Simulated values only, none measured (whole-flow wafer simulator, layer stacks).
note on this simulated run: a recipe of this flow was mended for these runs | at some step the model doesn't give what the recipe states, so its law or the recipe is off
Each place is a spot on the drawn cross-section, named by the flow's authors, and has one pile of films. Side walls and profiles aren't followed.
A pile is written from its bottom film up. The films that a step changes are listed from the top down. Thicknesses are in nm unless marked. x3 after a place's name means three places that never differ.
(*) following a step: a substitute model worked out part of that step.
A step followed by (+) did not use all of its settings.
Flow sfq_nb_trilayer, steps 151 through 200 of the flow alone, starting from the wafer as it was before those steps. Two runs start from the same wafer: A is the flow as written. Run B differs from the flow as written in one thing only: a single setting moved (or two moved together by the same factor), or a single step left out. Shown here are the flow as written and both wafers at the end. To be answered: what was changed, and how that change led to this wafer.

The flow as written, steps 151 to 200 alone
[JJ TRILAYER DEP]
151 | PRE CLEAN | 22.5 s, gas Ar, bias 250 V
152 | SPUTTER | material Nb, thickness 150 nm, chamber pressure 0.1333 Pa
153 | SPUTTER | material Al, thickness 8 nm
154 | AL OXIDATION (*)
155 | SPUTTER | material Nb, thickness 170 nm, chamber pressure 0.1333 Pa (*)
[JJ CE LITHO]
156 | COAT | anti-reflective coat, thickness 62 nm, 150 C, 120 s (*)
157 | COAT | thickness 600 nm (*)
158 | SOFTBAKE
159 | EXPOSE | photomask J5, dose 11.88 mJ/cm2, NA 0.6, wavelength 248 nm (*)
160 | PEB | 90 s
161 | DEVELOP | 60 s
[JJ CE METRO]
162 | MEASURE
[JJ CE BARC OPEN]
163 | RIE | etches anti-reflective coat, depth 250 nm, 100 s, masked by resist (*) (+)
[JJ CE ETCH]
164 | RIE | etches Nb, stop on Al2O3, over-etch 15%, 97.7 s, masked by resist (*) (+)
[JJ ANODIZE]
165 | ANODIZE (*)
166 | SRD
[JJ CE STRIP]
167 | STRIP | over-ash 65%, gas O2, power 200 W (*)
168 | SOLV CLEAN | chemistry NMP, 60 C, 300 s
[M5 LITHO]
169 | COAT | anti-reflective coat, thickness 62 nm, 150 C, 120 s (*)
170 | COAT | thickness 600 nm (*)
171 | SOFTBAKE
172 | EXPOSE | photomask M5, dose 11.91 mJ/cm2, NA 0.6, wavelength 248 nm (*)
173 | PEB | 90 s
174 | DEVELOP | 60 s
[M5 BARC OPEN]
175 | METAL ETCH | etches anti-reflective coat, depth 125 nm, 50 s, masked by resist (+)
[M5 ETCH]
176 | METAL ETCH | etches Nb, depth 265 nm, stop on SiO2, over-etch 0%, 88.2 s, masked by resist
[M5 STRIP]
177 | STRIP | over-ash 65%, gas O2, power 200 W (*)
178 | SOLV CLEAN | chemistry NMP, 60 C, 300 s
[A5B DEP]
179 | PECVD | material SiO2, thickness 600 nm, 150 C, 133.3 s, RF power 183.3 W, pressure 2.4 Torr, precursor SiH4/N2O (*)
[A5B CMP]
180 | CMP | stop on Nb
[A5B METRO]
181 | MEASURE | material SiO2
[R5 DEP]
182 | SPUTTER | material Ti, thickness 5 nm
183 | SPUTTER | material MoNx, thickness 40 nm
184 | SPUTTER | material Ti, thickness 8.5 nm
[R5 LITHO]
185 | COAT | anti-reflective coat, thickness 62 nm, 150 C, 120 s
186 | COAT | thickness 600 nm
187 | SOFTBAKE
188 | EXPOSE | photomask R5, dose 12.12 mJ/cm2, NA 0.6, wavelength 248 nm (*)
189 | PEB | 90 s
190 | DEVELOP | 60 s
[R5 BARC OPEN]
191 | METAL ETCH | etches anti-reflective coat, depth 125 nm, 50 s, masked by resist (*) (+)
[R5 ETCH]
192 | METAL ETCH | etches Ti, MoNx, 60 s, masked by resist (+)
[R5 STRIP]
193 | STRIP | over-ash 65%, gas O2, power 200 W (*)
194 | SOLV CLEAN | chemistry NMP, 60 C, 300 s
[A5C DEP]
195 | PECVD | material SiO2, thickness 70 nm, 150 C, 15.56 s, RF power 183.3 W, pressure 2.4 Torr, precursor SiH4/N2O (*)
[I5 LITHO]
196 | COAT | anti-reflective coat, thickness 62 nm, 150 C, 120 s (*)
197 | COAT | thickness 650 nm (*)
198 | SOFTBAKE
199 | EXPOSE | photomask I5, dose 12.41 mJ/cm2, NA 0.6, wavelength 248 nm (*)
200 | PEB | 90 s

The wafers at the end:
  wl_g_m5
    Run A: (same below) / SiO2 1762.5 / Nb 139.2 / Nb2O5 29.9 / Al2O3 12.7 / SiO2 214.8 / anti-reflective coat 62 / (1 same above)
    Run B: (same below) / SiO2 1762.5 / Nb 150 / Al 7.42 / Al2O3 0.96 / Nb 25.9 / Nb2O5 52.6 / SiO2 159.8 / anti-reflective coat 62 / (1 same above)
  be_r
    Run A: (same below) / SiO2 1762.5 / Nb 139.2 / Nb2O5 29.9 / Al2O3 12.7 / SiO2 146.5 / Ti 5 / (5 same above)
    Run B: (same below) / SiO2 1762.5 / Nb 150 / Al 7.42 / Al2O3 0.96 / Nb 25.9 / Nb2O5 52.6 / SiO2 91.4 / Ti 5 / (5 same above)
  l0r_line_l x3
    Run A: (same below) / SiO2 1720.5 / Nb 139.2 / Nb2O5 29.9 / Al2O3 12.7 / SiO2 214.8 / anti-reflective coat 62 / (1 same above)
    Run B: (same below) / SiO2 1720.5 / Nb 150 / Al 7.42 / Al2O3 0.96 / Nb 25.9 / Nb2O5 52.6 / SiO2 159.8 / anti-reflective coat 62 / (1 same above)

The reason: step 164, RIE: 62.53 s was run, while the flow as written has 97.7 s.

How this came from the change, step by step:
  164 | RIE | etches Nb, stop on Al2O3, over-etch 15%, 97.7 s, masked by resist (*) (+)
      field_l, v_sur, via_sp and 96 more: A Nb loses 170 (all of it), Al2O3 loses 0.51 | B Nb loses 125.1
      via_wl, via_wr: A Nb loses 139.9 (all of it), Al2O3 loses 0.96 (all of it) | B Nb loses 125.1
      (as well as at 5 more places)
  165 | ANODIZE (*)
      field_l, v_sur, via_sp and 96 more: A Al2O3 gains 12.2, Nb2O5 gains 29.9 (new film), Al loses 7.42 (all of it), Nb loses 10.8 | B Nb2O5 gains 52.6 (new film), Nb loses 18.9
      via_wl, via_wr: A Al2O3 gains 7.51 (new film), Nb2O5 gains 39.2 (new film), Al loses 4.55 (all of it), Nb loses 14.1 | B Nb2O5 gains 52.6 (new film), Nb loses 14.7 (all of it)
      (as well as at 1 more place)
  167 | STRIP | over-ash 65%, gas O2, power 200 W (*)
      ce_l: A KrF-resist-other-grade loses 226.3 (all of it), anti-reflective coat loses 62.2 (all of it) | B KrF-resist-other-grade loses 261.5 (all of it), anti-reflective coat loses 62.2 (all of it)
      c5j: A KrF-resist-other-grade loses 226.5 (all of it), anti-reflective coat loses 62.2 (all of it) | B KrF-resist-other-grade loses 261.6 (all of it), anti-reflective coat loses 62.2 (all of it)
      (as well as at 2 more places)
  169 | COAT | anti-reflective coat, thickness 62 nm, 150 C, 120 s (*)
      via_wl, via_wr: A anti-reflective coat gains 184 (new film) | B anti-reflective coat gains 213.8 (new film)
      ce_l, ce_r: A anti-reflective coat gains 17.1 (new film) | B anti-reflective coat gains 20.9 (new film)
      (as well as at 17 more places)
  170 | COAT | thickness 600 nm (*)
      via_w: A KrF-resist-other-grade gains 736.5 (new film) | B KrF-resist-other-grade gains 752 (new film)
      gap: A KrF-resist-other-grade gains 618 (new film) | B KrF-resist-other-grade gains 602.9 (new film)
      (as well as at 6 more places)
  174 | DEVELOP | 60 s
      wl_a_sl: A KrF-resist-other-grade loses 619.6 (all of it) | B KrF-resist-other-grade loses 604.3 (all of it)
  175 | METAL ETCH | etches anti-reflective coat, depth 125 nm, 50 s, masked by resist (+)
      r_sur: A anti-reflective coat loses 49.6 (all of it), Al2O3 loses 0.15 | B anti-reflective coat loses 56.2 (all of it)
      r_end: A anti-reflective coat loses 63.9 (all of it), Al2O3 loses 0.12 | B anti-reflective coat loses 62.2 (all of it)
      (as well as at 3 more places)
  176 | METAL ETCH | etches Nb, depth 265 nm, stop on SiO2, over-etch 0%, 88.2 s, masked by resist
      field_l, res, r_end and 47 more: A Al2O3 loses 12.6 (all of it), Nb2O5 loses 29.9 (all of it), Nb loses 139.2 (all of it), SiO2 loses 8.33 | B Nb2O5 loses 52.6 (all of it), Nb loses 25.9 (all of it), Al2O3 loses 0.96 (all of it), Al loses 7.42 (all of it), Nb loses 150 (all of it)
      r_sur, wl_a_sl, wl_a_m6: A Al2O3 loses 12.5 (all of it), Nb2O5 loses 29.9 (all of it), Nb loses 139.2 (all of it), SiO2 loses 8.33 | B Nb2O5 loses 52.6 (all of it), Nb loses 25.9 (all of it), Al2O3 loses 0.96 (all of it), Al loses 7.42 (all of it), Nb loses 150 (all of it)
  177 | STRIP | over-ash 65%, gas O2, power 200 W (*)
      v_sur: A KrF-resist-other-grade loses 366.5 (all of it), anti-reflective coat loses 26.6 (all of it) | B KrF-resist-other-grade loses 362.6 (all of it), anti-reflective coat loses 27.9 (all of it)
      via_wl: A KrF-resist-other-grade loses 418.2 (all of it), anti-reflective coat loses 184 (all of it) | B KrF-resist-other-grade loses 413.8 (all of it), anti-reflective coat loses 213.8 (all of it)
      (as well as at 14 more places)
  180 | CMP | stop on Nb
      v_sur, via_sp, via_v and 43 more: A SiO2 loses 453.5 | B SiO2 loses 508.6
      field_l, p4_fl x5, p4_w1 x9 and 27 more: A SiO2 loses 263.3 | B SiO2 loses 271.6
      (as well as at 9 more places)
If metal films that touch count as one body, wl_g_m5 has 3 bodies (between them, from the top down: Al2O3 0.96; SiO2 1762.5); the flow as written gives 2 bodies (between them, from the top down: SiO2 1762.5).
If metal films that touch count as one body, be_r has 4 bodies (between them, from the top down: SiO2 91.4 / Nb2O5 52.6; Al2O3 0.96; SiO2 1762.5); the flow as written gives 3 bodies (between them, from the top down: SiO2 146.5 / Al2O3 12.7 / Nb2O5 29.9; SiO2 1762.5).
If metal films that touch count as one body, l0r_line_l x3 has 4 bodies (between them, from the top down: Al2O3 0.96; SiO2 1720.5; SiO2 55); the flow as written gives 3 bodies (between them, from the top down: SiO2 1720.5; SiO2 55).
